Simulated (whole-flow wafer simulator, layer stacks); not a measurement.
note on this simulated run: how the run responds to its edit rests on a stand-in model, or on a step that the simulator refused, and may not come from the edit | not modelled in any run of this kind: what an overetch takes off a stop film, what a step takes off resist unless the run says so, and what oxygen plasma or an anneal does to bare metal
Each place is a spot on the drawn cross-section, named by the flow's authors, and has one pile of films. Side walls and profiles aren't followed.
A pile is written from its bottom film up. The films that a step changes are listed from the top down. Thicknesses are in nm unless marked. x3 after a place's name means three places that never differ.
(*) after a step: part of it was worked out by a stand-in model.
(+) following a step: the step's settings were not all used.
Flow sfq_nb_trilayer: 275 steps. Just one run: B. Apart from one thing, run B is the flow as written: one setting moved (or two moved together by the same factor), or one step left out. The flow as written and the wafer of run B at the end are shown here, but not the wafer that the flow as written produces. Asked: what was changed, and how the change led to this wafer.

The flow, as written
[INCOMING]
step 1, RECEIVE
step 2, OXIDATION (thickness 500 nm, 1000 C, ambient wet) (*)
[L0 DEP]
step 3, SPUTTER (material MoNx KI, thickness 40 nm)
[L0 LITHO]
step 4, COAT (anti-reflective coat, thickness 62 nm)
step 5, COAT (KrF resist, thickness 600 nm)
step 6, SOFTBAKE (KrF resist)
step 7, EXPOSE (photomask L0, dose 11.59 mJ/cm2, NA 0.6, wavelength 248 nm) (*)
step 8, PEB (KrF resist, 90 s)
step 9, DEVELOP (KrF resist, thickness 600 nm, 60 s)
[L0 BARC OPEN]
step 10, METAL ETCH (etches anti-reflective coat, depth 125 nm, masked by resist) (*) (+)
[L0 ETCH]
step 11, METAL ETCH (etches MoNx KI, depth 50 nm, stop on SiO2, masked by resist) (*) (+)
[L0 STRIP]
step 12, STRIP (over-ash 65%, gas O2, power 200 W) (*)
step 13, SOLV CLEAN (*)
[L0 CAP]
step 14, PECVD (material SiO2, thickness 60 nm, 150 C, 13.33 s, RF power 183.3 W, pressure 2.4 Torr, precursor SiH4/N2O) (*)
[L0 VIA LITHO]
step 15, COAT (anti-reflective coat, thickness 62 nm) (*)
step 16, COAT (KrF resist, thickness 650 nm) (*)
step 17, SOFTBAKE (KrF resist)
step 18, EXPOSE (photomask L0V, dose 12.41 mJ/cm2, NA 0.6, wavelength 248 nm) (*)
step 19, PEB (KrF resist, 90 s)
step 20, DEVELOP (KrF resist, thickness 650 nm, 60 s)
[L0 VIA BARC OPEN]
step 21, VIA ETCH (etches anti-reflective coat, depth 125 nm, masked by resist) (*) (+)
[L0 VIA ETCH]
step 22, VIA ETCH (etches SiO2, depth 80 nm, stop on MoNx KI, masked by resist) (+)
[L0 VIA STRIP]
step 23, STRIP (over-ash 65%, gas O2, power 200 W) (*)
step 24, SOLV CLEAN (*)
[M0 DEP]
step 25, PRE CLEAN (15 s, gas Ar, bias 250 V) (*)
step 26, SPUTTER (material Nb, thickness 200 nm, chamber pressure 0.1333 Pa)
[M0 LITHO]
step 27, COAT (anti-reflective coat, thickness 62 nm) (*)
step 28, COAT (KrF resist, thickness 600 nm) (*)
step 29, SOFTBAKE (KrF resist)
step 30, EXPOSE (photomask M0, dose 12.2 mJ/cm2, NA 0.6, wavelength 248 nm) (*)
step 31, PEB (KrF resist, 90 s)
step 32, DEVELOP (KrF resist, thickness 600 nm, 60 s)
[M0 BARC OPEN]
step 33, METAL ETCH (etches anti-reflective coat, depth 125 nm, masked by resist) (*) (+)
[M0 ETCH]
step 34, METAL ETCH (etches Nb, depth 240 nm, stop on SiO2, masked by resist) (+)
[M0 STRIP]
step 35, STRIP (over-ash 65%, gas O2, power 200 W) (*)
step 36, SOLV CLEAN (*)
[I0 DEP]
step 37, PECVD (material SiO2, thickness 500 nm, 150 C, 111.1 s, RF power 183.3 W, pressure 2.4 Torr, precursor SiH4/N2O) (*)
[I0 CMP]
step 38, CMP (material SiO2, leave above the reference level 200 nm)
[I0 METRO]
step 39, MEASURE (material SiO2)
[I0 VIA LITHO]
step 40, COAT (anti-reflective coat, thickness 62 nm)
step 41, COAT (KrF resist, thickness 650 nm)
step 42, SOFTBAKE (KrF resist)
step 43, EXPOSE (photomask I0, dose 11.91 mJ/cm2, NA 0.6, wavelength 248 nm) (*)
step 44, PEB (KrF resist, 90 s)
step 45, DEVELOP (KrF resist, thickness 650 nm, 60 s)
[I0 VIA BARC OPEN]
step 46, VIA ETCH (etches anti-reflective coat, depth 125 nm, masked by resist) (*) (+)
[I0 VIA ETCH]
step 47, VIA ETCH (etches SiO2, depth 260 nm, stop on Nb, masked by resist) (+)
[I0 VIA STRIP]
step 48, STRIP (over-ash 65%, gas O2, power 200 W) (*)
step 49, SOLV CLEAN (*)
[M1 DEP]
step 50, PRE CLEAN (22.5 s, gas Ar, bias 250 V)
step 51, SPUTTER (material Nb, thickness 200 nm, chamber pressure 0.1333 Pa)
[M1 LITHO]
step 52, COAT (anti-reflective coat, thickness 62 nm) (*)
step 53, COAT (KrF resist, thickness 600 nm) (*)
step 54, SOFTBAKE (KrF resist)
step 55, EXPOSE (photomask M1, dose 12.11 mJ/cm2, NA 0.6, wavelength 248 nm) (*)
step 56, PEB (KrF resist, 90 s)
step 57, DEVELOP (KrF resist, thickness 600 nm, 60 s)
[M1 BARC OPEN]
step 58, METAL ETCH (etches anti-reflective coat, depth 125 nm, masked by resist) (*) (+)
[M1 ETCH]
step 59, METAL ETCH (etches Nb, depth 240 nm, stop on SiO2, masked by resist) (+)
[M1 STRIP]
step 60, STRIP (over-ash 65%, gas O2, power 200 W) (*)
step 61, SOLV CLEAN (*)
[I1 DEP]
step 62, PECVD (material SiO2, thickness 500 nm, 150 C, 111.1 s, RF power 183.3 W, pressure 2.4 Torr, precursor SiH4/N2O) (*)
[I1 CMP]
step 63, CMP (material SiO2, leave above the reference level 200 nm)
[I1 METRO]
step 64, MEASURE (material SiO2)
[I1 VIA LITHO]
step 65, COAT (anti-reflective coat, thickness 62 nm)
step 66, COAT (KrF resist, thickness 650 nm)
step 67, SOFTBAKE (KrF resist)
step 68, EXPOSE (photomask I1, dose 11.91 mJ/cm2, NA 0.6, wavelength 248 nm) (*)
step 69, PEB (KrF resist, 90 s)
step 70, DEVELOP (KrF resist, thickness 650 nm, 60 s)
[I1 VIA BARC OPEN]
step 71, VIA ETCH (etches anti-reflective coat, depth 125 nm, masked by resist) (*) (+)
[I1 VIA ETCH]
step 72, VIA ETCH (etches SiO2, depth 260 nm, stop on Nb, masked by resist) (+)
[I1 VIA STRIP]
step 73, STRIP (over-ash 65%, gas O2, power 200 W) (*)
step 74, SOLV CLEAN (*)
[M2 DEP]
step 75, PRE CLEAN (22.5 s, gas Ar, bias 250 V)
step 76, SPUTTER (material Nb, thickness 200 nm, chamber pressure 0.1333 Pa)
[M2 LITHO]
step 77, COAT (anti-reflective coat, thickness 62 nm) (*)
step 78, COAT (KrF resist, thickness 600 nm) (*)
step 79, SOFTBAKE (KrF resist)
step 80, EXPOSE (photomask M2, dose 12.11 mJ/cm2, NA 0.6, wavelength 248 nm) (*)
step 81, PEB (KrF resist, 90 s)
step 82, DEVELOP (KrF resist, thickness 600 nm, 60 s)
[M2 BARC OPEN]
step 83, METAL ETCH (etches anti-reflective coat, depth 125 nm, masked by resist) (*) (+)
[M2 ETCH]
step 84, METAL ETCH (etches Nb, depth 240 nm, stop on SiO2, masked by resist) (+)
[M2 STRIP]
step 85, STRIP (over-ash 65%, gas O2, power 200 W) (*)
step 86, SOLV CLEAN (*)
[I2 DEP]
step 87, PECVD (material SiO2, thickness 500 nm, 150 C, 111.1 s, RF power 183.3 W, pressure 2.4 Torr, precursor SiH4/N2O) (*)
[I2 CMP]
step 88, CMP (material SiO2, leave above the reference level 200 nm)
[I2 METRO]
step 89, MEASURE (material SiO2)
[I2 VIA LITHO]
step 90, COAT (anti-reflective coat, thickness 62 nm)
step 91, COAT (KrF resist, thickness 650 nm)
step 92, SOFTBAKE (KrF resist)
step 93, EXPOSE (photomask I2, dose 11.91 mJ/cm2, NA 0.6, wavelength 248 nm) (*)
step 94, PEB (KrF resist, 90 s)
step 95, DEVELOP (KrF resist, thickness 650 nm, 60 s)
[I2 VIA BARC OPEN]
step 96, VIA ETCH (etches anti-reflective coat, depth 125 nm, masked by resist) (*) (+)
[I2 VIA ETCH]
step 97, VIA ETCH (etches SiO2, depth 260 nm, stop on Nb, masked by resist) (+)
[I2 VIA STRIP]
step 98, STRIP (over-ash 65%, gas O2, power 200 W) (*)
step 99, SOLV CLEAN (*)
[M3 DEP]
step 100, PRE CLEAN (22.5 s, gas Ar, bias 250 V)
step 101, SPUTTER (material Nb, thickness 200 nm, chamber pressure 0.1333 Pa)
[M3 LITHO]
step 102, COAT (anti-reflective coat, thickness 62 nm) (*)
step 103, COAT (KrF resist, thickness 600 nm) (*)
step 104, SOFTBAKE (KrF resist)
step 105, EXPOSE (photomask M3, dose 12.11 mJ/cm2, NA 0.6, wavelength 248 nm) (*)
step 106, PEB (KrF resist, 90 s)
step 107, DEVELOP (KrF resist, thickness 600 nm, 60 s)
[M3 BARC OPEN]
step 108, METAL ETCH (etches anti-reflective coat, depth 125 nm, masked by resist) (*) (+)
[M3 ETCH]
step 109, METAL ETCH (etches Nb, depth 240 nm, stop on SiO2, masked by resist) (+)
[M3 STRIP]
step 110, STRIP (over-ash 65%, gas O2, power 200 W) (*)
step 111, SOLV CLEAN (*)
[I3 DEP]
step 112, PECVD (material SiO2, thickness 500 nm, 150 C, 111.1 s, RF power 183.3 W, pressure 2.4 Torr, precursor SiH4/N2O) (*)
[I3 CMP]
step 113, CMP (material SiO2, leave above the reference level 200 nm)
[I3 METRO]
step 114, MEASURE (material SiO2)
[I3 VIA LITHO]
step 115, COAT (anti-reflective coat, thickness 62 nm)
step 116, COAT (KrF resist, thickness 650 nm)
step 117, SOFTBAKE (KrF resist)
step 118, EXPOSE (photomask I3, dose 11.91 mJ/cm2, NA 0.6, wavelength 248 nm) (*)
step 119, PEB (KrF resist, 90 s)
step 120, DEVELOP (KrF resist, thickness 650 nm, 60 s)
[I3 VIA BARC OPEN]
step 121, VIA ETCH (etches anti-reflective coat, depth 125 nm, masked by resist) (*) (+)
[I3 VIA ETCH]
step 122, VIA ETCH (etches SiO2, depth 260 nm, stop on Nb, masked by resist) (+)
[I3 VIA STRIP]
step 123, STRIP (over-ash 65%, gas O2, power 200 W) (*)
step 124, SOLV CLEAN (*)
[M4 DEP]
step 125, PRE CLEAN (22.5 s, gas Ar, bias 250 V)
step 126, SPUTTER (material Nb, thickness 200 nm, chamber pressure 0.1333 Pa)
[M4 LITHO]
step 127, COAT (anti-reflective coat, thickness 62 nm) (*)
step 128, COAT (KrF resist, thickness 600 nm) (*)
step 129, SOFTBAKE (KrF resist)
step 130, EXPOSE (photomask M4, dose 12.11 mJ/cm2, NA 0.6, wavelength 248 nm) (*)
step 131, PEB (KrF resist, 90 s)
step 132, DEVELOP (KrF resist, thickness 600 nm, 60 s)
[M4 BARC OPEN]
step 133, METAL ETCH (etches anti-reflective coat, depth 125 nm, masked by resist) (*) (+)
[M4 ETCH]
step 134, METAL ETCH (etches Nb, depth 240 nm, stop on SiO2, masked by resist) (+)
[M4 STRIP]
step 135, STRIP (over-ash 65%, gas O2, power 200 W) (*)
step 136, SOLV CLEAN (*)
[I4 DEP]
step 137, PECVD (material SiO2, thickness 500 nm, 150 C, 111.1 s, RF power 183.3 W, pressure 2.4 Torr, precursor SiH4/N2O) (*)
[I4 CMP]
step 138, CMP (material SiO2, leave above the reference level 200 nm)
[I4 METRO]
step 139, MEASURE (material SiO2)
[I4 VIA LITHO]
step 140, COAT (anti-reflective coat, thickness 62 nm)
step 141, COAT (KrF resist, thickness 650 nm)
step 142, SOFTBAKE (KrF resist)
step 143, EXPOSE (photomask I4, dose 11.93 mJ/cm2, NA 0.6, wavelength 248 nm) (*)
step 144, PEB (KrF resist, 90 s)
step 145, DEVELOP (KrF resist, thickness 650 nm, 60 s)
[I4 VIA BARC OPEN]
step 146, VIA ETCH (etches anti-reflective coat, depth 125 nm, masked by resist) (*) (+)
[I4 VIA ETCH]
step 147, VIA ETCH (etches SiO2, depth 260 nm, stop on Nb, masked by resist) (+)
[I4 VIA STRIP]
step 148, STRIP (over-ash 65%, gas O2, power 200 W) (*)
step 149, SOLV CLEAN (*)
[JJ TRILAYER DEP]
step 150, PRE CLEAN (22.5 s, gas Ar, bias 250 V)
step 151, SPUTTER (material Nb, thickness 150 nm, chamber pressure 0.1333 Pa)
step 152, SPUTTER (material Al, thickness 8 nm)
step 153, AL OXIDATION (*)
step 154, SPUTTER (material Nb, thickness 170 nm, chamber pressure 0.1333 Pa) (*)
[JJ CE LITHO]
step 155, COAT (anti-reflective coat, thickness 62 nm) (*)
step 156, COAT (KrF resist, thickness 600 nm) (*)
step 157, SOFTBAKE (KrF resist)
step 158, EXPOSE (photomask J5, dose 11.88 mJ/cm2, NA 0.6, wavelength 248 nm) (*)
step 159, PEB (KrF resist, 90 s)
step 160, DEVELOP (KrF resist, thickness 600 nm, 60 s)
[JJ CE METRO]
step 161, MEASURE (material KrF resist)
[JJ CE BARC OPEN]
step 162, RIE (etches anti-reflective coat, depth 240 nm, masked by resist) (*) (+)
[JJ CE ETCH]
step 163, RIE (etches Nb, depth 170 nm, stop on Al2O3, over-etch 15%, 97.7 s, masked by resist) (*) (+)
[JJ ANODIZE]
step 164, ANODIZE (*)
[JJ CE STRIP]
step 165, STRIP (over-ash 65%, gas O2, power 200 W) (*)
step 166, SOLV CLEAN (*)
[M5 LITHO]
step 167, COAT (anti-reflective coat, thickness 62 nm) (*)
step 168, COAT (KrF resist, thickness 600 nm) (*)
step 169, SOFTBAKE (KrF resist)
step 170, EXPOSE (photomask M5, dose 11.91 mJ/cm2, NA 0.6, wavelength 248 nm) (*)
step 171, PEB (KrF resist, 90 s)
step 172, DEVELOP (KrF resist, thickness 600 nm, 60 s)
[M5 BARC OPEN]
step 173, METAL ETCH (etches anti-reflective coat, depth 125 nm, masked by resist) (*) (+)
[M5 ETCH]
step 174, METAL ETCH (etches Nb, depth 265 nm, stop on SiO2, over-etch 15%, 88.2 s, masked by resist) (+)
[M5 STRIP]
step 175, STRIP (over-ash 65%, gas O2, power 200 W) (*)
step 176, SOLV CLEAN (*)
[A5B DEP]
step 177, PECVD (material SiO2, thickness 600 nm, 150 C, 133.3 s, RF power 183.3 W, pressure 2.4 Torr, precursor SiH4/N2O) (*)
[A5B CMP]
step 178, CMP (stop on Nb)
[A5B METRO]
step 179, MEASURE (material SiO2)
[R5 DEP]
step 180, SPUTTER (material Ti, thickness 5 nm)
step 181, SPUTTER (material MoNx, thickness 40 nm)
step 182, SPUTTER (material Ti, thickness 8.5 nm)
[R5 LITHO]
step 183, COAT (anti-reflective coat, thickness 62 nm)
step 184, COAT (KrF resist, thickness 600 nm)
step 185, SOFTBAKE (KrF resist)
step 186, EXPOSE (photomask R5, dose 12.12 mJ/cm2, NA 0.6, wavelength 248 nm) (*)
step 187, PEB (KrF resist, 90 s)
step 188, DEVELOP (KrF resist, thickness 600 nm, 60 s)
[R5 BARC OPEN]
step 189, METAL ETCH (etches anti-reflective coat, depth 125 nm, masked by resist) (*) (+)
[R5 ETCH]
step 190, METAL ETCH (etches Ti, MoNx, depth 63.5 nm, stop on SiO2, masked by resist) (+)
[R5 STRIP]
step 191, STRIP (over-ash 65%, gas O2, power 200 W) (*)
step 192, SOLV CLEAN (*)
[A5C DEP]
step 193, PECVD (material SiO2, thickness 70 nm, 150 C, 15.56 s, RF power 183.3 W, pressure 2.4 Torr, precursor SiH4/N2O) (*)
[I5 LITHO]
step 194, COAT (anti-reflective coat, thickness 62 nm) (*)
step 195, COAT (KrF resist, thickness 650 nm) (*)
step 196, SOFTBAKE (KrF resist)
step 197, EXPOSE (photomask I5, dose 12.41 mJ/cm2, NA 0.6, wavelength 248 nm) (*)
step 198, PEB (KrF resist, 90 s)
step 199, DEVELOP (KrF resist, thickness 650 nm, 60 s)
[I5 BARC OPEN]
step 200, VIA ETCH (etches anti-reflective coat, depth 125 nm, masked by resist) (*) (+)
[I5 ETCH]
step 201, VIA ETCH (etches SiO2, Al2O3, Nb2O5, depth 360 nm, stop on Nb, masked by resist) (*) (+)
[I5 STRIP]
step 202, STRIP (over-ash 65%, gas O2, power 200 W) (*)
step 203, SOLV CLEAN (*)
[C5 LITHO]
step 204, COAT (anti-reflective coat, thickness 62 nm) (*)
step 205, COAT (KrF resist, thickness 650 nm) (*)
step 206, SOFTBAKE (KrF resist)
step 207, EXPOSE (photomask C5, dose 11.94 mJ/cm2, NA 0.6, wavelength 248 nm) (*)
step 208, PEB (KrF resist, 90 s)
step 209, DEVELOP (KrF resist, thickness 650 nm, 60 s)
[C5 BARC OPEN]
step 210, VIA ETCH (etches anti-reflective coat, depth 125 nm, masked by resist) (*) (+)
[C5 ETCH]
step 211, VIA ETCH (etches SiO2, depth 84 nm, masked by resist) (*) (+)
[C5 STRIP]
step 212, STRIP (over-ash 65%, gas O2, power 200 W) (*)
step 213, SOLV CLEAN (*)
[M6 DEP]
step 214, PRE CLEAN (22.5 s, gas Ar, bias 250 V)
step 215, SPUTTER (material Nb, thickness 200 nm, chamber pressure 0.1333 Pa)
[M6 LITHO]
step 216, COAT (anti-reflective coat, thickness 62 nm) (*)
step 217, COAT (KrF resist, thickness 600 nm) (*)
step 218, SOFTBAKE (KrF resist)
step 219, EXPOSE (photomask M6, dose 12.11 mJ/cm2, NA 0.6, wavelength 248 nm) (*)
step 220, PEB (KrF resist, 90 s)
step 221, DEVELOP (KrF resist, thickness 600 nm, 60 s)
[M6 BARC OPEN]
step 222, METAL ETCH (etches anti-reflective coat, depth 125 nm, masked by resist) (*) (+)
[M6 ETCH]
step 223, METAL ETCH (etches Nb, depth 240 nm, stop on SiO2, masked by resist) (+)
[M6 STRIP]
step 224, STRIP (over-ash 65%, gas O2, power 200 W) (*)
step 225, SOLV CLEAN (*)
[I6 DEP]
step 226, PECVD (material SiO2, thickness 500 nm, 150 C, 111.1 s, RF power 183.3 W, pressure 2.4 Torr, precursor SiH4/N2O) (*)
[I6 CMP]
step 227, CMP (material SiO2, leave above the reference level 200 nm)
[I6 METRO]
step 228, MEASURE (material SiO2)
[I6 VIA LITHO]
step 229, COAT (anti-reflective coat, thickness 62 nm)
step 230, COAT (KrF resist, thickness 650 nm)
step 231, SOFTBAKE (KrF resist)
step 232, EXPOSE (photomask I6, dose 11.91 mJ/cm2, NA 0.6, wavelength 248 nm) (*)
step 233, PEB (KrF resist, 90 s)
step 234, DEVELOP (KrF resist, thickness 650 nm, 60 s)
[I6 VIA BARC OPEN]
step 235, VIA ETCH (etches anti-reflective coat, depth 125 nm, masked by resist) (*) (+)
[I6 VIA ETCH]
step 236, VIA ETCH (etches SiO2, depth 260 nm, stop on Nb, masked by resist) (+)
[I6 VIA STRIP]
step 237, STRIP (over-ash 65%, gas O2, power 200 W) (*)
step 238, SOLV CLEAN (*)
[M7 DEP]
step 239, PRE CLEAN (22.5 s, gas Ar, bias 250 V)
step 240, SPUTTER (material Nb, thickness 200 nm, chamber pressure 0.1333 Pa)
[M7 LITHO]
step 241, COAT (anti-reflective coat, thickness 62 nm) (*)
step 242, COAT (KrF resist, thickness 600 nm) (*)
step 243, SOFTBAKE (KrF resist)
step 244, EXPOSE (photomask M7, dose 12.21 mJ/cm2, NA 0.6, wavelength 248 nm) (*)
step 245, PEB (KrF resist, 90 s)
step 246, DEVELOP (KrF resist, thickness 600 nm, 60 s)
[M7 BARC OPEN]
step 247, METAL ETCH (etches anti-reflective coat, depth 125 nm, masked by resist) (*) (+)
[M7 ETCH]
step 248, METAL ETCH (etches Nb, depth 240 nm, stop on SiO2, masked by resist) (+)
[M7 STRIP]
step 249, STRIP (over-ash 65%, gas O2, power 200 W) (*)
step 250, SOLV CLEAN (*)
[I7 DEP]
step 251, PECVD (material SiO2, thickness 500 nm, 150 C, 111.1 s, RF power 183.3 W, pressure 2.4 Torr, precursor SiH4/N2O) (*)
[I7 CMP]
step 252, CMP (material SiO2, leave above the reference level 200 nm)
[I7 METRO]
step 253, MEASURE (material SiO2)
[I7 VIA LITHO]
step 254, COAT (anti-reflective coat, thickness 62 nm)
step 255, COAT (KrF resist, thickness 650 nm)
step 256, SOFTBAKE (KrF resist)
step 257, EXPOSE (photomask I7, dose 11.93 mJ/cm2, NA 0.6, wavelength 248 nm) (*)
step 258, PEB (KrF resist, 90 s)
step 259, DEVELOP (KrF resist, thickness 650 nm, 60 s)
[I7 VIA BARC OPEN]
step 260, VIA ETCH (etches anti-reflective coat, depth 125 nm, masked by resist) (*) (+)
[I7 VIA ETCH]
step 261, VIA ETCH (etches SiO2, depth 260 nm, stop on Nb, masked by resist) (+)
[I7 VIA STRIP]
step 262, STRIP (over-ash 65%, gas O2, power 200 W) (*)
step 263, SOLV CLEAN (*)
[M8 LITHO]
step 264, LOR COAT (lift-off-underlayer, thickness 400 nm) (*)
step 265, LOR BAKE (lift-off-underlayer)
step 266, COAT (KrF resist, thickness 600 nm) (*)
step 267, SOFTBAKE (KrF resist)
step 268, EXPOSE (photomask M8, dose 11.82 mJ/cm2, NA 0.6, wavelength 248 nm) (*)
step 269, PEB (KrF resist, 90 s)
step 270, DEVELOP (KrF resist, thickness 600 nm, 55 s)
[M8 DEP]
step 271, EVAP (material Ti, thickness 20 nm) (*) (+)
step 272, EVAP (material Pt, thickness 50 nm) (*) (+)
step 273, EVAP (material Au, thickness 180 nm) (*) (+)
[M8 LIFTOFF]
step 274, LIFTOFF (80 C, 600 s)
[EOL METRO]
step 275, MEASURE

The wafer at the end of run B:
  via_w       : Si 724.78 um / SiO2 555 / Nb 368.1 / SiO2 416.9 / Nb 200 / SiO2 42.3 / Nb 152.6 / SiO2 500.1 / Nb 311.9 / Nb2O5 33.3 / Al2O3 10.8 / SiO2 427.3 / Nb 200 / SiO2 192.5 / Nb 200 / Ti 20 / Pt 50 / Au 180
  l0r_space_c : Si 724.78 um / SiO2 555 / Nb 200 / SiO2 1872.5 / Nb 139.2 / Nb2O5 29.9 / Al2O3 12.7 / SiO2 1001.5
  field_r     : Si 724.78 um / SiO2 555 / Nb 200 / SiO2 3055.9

The reason: step 88, CMP: leave above the reference level 310 nm was run, though the flow has leave above the reference level 200 nm.

Step by step, how the change led to this:
  step 88, CMP (material SiO2, leave above the reference level 200 nm)
      field_l, be, be_sur and 81 more: nothing (in the flow as written it would be: SiO2 loses 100)
      v_sur, via_wl, via_w and 18 more: SiO2 loses 190 (in the flow as written it would be: SiO2 loses 300)
      (and at 1 other place as well)
  step 90, COAT (anti-reflective coat, thickness 62 nm)
      wl_g_sr, m0r_space_l, m0r_space_r, m6r_space_l, m6r_space_r, m7r_space_l, m7r_space_r: anti-reflective coat gains 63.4 (new film) (in the flow as written it would be: anti-reflective coat gains 62 (new film))
      be, p3_s0: anti-reflective coat gains 63.3 (new film) (in the flow as written it would be: anti-reflective coat gains 62 (new film))
      (and at 14 other places as well)
  step 97, VIA ETCH (etches SiO2, depth 260 nm, stop on Nb, masked by resist) (+)
      via_w: SiO2 loses 260 (in the flow as written it would be: SiO2 loses 199.8 (all of it))
  step 98, STRIP (over-ash 65%, gas O2, power 200 W) (*)
      m0r_space_l, m0r_space_r, m6r_space_l, m6r_space_r, m7r_space_l, m7r_space_r: KrF resist loses 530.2 (all of it), anti-reflective coat loses 63.4 (all of it) (in the flow as written it would be: KrF resist loses 528.6 (all of it), anti-reflective coat loses 62 (all of it))
      wl_d_sl, wl_d_sr: KrF resist loses 532.5 (all of it), anti-reflective coat loses 63.8 (all of it) (in the flow as written it would be: KrF resist loses 528.6 (all of it), anti-reflective coat loses 62 (all of it))
      (and at 15 other places as well)
  step 100, PRE CLEAN (22.5 s, gas Ar, bias 250 V)
      via_w: SiO2 loses 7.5 (in the flow as written it would be: Nb loses 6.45)
  step 101, SPUTTER (material Nb, thickness 200 nm, chamber pressure 0.1333 Pa)
      via_w: Nb gains 152.6 (new film) (in the flow as written it would be: Nb gains 165.5)
  step 102, COAT (anti-reflective coat, thickness 62 nm) (*)
      wl_g_sr, m0r_space_r, m6r_space_r, m7r_space_r: anti-reflective coat gains 63.3 (new film) (in the flow as written it would be: anti-reflective coat gains 62 (new film))
      wl_d_sl, wl_d_sr: anti-reflective coat gains 63.7 (new film) (in the flow as written it would be: anti-reflective coat gains 62 (new film))
      (and at 15 other places as well)
  step 103, COAT (KrF resist, thickness 600 nm) (*)
      via_w: KrF resist gains 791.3 (new film) (in the flow as written it would be: KrF resist gains 737.9 (new film))
  step 108, METAL ETCH (etches anti-reflective coat, depth 125 nm, masked by resist) (*) (+)
      wl_g_sr, m0r_space_r, m6r_space_r, m7r_space_r: anti-reflective coat loses 63.3 (all of it) (in the flow as written it would be: anti-reflective coat loses 62 (all of it))
      wl_d_sl, wl_d_sr: anti-reflective coat loses 63.7 (all of it) (in the flow as written it would be: anti-reflective coat loses 62 (all of it))
      (and at 8 other places as well)
  step 110, STRIP (over-ash 65%, gas O2, power 200 W) (*)
      v_sur: KrF resist loses 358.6 (all of it), anti-reflective coat loses 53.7 (all of it) (in the flow as written it would be: KrF resist loses 365.3 (all of it), anti-reflective coat loses 61.1 (all of it))
      via_wl: KrF resist loses 379 (all of it), anti-reflective coat loses 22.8 (all of it) (in the flow as written it would be: KrF resist loses 384.2 (all of it), anti-reflective coat loses 34.2 (all of it))
      (and at 6 other places as well)
  step 112, PECVD (material SiO2, thickness 500 nm, 150 C, 111.1 s, RF power 183.3 W, pressure 2.4 Torr, precursor SiH4/N2O) (*)
      via_w: SiO2 gains 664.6 (new film) (in the flow as written it would be: SiO2 gains 615 (new film))
  step 113, CMP (material SiO2, leave above the reference level 200 nm)
      field_l, be, be_sur and 64 more: SiO2 loses 90 (in the flow as written it would be: SiO2 loses 100)
      p4_w1, p4_w2, p4_w3 and 6 more: SiO2 loses 290 (in the flow as written it would be: SiO2 loses 300)
      (and at 9 other places as well)
Taking metal films that touch as one body, via_w has 6 bodies (between them, from the top down: SiO2 192.5; SiO2 427.3 / Al2O3 10.8 / Nb2O5 33.3; SiO2 500.1; SiO2 42.3; SiO2 416.9); the flow as written gives 5 bodies (between them, from the top down: SiO2 192.5; SiO2 427.3 / Al2O3 10.8 / Nb2O5 33.3; SiO2 425.9; SiO2 416.9).
